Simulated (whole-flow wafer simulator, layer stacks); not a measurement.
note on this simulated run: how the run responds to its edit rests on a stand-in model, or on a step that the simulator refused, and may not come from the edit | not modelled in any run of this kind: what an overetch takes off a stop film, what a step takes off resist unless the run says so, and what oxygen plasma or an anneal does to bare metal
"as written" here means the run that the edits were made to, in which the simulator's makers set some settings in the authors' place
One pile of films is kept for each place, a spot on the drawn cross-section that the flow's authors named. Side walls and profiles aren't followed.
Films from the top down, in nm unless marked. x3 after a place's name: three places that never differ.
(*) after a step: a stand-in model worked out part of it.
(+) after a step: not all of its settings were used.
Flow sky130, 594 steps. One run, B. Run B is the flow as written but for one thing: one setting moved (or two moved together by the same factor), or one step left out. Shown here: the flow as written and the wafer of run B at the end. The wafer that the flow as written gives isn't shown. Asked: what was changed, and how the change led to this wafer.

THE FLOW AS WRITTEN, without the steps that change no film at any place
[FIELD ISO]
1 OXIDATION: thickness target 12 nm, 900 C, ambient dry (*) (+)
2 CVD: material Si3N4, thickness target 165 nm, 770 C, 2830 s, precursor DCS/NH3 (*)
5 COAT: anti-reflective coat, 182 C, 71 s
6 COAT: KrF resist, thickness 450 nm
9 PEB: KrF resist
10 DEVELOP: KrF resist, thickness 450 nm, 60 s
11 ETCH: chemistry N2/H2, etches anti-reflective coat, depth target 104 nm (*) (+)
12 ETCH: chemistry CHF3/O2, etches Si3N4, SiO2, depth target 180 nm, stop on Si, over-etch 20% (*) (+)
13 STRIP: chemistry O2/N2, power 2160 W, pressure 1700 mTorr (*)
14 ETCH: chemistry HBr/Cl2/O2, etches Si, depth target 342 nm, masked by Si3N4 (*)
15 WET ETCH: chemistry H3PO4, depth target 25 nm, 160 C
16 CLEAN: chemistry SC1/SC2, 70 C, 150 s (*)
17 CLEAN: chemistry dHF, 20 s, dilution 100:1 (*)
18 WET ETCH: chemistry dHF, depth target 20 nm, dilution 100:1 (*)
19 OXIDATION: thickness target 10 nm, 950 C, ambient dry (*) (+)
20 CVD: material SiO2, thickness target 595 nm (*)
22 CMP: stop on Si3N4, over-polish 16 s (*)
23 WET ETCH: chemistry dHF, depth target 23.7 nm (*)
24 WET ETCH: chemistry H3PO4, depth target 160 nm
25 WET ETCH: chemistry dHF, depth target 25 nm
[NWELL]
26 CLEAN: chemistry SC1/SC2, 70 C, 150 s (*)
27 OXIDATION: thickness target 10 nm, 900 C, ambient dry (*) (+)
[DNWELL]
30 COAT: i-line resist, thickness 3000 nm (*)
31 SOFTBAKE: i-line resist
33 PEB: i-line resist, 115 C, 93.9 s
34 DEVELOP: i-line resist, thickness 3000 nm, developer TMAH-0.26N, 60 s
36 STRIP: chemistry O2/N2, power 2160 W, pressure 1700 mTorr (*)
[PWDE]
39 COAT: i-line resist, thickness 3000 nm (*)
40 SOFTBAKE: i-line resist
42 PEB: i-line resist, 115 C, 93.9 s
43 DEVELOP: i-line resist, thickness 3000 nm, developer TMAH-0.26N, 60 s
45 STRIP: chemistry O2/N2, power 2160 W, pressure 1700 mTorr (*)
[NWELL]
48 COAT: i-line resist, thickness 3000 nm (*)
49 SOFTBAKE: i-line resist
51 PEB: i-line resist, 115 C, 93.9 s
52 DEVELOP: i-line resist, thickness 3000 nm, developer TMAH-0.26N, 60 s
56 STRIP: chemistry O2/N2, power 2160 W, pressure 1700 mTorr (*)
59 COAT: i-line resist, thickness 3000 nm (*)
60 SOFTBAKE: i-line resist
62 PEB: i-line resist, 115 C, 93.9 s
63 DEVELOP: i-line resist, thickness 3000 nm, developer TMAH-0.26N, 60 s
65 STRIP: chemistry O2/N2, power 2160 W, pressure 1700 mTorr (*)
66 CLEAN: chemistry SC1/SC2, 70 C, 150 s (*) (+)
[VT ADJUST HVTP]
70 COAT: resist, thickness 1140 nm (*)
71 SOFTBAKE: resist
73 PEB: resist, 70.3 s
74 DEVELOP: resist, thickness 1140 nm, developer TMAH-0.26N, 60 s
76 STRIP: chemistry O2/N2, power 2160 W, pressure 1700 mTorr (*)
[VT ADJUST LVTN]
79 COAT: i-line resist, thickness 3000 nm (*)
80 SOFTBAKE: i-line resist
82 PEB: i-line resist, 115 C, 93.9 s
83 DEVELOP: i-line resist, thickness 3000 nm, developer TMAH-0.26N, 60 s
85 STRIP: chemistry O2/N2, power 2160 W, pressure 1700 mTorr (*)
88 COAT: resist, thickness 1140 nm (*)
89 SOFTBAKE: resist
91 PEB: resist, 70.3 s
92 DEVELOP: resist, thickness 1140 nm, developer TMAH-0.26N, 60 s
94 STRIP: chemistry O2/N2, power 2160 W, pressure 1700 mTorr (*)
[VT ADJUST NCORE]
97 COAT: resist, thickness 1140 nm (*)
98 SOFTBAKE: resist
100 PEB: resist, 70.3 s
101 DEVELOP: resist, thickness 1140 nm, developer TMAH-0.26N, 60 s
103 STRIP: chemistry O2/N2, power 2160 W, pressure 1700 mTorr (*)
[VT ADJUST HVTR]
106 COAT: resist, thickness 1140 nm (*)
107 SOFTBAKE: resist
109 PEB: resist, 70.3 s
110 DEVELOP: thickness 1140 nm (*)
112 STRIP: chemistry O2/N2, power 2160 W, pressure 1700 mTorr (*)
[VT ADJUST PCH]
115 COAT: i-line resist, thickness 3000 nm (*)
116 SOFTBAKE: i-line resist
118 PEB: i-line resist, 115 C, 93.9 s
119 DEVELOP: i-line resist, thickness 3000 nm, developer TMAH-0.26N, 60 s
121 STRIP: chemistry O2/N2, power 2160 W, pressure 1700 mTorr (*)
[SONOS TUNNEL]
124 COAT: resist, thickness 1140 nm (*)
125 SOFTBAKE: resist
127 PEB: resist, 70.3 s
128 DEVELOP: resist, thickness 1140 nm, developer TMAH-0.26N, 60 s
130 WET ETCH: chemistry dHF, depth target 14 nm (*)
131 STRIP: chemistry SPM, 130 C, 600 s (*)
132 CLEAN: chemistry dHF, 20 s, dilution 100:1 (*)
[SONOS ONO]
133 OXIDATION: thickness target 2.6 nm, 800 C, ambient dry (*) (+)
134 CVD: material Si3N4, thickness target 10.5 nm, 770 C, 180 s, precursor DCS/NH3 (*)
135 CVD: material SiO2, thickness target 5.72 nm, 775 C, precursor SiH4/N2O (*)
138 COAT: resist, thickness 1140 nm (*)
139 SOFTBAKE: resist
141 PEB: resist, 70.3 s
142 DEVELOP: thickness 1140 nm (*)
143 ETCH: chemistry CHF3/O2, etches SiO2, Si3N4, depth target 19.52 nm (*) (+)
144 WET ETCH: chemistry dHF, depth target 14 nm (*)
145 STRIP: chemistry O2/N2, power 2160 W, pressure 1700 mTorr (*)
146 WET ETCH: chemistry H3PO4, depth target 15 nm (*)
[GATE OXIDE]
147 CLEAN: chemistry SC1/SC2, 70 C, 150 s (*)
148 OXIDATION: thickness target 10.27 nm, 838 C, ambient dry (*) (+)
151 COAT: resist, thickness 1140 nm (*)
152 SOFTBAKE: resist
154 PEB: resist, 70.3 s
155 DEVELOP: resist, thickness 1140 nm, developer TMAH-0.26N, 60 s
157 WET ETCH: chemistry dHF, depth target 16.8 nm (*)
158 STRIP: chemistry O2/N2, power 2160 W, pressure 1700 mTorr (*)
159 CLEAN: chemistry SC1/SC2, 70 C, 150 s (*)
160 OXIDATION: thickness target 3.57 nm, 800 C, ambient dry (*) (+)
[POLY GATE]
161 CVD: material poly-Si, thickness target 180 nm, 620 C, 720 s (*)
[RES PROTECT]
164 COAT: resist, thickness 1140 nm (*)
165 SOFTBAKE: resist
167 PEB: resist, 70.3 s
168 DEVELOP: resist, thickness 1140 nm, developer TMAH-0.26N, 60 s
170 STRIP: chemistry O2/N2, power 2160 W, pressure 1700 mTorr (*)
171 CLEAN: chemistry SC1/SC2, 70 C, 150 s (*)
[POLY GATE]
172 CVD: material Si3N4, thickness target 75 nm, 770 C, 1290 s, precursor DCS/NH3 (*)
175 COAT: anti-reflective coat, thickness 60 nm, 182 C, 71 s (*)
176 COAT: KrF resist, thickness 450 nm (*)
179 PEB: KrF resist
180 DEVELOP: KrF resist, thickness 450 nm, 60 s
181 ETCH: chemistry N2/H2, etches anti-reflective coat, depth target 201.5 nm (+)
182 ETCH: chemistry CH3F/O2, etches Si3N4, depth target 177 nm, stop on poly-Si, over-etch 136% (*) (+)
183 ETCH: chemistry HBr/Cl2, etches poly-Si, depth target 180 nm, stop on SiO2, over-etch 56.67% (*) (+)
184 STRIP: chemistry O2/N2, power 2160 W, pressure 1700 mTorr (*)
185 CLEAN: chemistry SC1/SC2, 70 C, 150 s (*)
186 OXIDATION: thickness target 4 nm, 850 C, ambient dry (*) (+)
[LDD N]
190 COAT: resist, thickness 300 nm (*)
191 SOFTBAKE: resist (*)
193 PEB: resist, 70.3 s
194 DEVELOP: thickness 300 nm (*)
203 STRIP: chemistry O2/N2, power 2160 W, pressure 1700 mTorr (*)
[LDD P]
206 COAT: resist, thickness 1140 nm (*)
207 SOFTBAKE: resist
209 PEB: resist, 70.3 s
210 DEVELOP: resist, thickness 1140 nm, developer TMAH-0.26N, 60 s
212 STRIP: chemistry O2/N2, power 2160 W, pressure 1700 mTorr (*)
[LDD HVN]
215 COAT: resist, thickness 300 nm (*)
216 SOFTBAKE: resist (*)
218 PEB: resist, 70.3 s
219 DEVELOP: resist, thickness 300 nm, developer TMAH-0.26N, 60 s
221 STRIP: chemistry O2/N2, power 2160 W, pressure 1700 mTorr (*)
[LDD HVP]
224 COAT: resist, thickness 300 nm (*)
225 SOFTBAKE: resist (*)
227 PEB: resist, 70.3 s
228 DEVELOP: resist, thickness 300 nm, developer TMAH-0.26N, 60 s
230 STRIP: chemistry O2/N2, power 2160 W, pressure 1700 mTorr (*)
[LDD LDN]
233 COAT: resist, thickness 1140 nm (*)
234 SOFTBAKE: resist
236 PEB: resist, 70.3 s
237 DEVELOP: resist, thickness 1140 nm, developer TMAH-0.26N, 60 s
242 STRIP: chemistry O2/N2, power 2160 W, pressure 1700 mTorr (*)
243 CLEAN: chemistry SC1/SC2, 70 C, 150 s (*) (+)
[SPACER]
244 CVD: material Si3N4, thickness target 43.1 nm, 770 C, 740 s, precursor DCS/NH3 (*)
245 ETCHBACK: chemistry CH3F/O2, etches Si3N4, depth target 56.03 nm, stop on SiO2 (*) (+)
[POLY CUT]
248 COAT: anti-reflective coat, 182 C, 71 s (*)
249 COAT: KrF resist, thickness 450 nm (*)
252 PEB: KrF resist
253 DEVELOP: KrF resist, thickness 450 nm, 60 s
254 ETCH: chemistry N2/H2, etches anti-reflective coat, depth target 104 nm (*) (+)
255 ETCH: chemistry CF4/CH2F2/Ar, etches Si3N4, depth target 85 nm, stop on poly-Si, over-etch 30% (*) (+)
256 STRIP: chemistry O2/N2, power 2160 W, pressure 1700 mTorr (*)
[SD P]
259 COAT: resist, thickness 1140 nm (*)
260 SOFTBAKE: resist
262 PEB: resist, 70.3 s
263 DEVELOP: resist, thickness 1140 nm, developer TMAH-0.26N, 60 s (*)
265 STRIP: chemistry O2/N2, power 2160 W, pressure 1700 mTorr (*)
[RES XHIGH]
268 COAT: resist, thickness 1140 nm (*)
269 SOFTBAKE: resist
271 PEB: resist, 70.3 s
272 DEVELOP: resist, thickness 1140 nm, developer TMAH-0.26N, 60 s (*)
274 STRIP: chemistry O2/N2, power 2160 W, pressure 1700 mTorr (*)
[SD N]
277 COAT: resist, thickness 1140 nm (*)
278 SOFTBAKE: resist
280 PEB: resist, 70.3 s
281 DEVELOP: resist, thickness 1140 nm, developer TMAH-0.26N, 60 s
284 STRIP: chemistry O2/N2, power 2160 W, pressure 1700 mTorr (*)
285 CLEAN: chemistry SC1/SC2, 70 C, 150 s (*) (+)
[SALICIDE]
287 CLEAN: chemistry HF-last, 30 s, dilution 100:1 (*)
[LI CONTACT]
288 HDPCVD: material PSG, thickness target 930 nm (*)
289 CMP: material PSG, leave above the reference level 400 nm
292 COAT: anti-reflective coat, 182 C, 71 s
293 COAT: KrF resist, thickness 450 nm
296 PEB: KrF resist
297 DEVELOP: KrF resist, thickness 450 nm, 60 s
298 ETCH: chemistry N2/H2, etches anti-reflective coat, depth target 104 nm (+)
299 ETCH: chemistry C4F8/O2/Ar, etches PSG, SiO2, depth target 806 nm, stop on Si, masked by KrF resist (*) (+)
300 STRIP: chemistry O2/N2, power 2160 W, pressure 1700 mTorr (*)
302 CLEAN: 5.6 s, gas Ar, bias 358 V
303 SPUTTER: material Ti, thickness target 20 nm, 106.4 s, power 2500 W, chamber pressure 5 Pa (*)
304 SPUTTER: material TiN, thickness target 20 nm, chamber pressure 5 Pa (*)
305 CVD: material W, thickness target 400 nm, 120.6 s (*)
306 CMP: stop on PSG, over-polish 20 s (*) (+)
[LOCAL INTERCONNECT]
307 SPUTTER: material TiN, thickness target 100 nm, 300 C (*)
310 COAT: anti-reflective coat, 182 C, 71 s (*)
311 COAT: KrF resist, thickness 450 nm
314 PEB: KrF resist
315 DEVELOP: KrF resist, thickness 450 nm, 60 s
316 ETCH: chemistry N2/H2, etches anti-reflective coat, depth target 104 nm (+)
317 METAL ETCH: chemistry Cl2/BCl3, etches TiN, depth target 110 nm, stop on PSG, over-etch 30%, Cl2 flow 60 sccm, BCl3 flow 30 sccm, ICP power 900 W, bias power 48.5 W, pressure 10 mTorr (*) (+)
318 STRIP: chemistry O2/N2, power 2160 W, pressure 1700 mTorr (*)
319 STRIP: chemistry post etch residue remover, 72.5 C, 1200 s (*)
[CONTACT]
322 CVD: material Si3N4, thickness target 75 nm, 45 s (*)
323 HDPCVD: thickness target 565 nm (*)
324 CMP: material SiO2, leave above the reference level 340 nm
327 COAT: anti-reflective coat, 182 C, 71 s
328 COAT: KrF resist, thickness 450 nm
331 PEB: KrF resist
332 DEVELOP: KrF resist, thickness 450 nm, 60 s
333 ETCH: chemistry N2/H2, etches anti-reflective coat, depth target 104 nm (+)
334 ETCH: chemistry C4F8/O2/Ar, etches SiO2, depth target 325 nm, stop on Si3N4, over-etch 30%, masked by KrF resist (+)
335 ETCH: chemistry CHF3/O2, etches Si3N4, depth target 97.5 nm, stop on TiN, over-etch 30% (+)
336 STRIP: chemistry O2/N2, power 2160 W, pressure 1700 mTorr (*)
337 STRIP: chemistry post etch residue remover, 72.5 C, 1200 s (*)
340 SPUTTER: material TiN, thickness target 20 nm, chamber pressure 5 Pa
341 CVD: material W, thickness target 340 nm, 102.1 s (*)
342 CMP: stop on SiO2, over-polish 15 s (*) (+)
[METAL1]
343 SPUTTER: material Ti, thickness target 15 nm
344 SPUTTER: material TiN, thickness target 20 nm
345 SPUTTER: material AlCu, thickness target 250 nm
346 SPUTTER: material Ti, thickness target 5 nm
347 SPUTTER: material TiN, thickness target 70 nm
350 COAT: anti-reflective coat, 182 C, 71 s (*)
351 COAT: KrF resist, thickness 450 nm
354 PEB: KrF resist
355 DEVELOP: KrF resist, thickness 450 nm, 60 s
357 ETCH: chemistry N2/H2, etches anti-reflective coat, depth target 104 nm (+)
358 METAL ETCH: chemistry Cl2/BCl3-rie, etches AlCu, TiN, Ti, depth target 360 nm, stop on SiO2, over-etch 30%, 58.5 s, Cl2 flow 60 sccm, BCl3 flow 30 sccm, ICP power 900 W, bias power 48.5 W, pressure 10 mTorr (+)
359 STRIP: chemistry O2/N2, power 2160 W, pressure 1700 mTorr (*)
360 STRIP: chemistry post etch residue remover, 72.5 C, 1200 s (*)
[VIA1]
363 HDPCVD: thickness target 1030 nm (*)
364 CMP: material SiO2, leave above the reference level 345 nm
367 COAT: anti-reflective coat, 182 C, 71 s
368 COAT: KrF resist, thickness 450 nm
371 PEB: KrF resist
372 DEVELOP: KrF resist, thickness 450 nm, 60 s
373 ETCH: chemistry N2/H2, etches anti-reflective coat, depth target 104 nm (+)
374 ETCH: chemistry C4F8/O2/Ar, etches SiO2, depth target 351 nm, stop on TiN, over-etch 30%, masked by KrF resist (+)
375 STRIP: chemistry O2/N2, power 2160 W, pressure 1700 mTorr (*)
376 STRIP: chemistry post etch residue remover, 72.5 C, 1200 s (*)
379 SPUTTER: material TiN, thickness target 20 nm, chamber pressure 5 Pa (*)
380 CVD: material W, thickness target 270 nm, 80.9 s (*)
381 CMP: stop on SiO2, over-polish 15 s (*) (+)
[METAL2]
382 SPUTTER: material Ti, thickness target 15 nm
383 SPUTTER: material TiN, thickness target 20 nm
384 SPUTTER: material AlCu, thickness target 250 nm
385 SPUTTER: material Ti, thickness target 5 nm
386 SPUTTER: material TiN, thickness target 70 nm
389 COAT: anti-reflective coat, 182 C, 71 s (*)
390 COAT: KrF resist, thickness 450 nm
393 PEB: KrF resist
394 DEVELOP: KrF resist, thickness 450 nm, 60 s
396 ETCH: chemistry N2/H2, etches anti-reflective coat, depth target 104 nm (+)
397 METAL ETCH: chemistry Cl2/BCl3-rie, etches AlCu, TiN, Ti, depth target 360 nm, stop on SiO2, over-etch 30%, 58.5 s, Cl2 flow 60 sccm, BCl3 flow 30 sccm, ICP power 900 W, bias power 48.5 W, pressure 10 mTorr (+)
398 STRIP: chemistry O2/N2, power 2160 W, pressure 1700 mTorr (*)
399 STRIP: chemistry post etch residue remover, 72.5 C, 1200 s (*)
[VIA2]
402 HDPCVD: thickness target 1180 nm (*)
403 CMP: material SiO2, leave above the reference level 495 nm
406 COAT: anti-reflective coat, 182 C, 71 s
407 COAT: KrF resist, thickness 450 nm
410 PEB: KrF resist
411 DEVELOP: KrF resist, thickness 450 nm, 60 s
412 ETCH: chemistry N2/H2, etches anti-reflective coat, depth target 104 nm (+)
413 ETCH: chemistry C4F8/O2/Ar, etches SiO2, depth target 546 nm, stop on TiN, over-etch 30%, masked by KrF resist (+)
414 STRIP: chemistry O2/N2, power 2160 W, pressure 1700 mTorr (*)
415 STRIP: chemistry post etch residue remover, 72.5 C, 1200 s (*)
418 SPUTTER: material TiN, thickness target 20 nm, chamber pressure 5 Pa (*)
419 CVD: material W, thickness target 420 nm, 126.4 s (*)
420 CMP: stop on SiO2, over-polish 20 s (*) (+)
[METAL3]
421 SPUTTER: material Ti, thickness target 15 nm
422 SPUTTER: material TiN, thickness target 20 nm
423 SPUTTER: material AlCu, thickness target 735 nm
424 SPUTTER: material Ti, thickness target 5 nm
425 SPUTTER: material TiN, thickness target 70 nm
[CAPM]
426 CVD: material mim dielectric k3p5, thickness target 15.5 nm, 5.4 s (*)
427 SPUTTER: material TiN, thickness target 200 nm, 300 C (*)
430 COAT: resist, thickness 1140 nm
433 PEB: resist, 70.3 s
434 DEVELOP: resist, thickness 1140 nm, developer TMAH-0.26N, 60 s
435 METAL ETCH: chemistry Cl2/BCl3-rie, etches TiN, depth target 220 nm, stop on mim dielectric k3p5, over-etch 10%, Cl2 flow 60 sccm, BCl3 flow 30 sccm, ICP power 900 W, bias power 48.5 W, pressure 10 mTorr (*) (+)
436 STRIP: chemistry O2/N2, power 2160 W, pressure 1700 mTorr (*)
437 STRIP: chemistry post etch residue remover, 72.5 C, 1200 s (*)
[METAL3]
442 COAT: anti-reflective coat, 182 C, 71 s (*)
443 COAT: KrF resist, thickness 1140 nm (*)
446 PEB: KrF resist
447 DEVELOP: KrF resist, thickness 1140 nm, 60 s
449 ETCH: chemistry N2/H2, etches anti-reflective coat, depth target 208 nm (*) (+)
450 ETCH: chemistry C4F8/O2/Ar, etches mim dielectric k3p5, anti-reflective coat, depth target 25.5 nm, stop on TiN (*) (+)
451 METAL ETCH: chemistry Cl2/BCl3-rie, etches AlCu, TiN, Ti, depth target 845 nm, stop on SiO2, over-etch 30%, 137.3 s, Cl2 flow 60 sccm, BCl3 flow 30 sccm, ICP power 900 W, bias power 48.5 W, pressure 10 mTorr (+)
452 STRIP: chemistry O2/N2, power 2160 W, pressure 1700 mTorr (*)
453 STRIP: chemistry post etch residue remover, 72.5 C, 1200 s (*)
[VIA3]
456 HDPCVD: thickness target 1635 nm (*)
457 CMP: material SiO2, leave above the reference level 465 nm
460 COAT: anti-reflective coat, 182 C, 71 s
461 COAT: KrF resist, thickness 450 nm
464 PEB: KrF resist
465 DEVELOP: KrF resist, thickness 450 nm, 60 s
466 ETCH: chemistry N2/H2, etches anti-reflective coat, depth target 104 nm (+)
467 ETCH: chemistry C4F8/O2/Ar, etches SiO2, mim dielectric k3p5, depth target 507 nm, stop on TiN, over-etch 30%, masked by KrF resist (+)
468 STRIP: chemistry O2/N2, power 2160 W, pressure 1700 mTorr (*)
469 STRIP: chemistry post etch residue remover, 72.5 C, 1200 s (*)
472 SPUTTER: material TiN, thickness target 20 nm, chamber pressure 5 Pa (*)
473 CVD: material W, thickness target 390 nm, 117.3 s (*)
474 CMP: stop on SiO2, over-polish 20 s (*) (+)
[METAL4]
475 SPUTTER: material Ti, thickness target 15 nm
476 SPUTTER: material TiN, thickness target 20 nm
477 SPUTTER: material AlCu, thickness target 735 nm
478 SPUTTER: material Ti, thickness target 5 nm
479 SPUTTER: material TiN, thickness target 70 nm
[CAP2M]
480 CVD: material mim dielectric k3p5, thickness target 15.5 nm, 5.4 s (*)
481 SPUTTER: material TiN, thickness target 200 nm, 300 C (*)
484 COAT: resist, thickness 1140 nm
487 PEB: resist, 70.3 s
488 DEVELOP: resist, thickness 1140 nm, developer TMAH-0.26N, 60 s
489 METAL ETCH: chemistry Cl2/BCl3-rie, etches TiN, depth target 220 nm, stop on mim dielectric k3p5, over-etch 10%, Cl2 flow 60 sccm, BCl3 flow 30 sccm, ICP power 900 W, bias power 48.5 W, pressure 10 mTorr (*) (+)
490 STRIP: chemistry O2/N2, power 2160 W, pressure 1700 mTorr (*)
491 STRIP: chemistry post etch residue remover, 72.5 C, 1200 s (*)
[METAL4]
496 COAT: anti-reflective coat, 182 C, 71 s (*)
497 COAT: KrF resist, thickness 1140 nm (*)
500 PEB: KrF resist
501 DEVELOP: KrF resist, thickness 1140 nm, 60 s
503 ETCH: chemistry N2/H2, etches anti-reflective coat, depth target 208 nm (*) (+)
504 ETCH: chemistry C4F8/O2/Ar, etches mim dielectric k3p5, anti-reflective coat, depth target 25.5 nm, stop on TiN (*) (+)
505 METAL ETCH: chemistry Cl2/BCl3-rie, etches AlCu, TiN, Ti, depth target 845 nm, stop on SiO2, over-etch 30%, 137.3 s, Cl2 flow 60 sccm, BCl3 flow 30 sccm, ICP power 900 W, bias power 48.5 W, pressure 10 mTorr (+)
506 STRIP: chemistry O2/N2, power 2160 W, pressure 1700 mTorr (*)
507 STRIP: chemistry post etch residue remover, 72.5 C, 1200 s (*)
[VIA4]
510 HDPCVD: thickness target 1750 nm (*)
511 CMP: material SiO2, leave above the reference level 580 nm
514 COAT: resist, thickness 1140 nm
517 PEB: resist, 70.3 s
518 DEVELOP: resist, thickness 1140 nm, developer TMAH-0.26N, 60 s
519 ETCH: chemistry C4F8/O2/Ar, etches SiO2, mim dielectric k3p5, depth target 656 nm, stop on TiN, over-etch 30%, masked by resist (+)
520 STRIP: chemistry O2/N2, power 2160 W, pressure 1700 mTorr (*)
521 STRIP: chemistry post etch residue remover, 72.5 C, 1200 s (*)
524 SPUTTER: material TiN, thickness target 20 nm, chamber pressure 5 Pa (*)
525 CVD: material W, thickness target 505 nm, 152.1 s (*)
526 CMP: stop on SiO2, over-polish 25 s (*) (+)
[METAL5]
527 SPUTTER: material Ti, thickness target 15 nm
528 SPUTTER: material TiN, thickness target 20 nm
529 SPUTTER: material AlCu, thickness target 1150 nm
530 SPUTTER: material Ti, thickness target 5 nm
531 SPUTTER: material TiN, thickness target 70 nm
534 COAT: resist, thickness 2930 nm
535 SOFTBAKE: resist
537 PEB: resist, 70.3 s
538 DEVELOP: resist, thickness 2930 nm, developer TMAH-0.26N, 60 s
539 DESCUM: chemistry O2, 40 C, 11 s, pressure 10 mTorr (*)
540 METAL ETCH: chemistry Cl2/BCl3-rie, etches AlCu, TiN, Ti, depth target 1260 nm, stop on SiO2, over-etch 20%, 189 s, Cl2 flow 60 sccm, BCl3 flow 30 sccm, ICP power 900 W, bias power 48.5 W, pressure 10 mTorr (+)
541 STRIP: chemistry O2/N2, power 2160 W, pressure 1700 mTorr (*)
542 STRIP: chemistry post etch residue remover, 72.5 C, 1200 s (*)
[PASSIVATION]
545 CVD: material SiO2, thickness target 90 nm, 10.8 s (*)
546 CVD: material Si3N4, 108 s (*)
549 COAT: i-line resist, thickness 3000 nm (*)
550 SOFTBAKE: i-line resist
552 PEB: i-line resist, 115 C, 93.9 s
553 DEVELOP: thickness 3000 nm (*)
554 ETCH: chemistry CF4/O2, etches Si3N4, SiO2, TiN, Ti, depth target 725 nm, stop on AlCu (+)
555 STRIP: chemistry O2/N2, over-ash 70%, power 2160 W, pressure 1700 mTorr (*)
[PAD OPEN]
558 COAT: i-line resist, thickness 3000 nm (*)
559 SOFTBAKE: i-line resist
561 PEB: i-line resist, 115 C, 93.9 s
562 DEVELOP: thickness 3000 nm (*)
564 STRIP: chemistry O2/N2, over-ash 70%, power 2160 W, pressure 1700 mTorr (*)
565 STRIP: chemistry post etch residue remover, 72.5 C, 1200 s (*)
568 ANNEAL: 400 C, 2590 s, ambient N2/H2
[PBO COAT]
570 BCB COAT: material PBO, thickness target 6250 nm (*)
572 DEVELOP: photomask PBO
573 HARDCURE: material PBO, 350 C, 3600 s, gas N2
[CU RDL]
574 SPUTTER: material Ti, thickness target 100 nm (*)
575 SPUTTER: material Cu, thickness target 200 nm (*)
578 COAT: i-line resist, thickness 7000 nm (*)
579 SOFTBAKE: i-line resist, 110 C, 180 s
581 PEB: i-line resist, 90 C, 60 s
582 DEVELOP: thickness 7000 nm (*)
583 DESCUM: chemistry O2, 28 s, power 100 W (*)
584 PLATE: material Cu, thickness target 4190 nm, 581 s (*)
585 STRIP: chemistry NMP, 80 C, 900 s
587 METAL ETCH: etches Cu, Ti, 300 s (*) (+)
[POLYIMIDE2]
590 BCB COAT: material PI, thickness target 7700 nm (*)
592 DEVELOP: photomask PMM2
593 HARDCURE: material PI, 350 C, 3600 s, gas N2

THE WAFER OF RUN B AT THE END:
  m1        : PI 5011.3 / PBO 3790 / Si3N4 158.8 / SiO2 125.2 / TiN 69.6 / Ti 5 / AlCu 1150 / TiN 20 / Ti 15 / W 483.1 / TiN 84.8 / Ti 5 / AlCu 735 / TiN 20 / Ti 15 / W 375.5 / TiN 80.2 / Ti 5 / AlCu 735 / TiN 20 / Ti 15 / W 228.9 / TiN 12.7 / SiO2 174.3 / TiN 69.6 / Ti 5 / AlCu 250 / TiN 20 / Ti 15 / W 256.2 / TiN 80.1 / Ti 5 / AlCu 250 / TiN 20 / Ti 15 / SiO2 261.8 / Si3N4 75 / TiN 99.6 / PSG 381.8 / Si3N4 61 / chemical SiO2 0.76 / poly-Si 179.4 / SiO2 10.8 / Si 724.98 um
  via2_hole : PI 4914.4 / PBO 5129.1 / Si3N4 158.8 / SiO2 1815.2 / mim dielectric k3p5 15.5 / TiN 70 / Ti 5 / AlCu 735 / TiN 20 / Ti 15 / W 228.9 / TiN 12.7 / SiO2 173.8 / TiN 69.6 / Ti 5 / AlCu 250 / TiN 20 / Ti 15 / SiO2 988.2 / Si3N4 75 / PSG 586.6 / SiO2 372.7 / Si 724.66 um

The cause: step 413, ETCH: depth target 246 nm was run, where the flow has depth target 546 nm.

How the change led to this, step by step:
  413 ETCH: chemistry C4F8/O2/Ar, etches SiO2, depth target 546 nm, stop on TiN, over-etch 30%, masked by KrF resist (+)
      m1: SiO2 -246 (as written it would be: SiO2 -420.3 (all of it))
      via2_hole: SiO2 -246 (as written it would be: SiO2 -419.8 (all of it))
      (and at 189 more places)
  414 STRIP: chemistry O2/N2, power 2160 W, pressure 1700 mTorr (*)
      field, active, n_well and 186 more: KrF resist -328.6 (all of it), anti-reflective coat -80 (all of it) (as written it would be: KrF resist -268.6 (all of it), anti-reflective coat -80 (all of it))
  418 SPUTTER: material TiN, thickness target 20 nm, chamber pressure 5 Pa (*)
      m1, via2_hole: TiN +12.7 (new film) (as written it would be: TiN +10.2)
  419 CVD: material W, thickness target 420 nm, 126.4 s (*)
      m1: W +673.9 (new film) (as written it would be: W +851.1 (new film))
      via2_hole: W +673.9 (new film) (as written it would be: W +850.7 (new film))
Counting metal films that touch as one body, m1 has 3 bodies (between them, from the top down: SiO2 174.3; SiO2 261.8 / Si3N4 75); the flow as written gives 2 bodies (between them, from the top down: SiO2 261.8 / Si3N4 75).
Counting metal films that touch as one body, via2_hole has 2 bodies (between them, from the top down: SiO2 173.8); the flow as written gives 1 body.
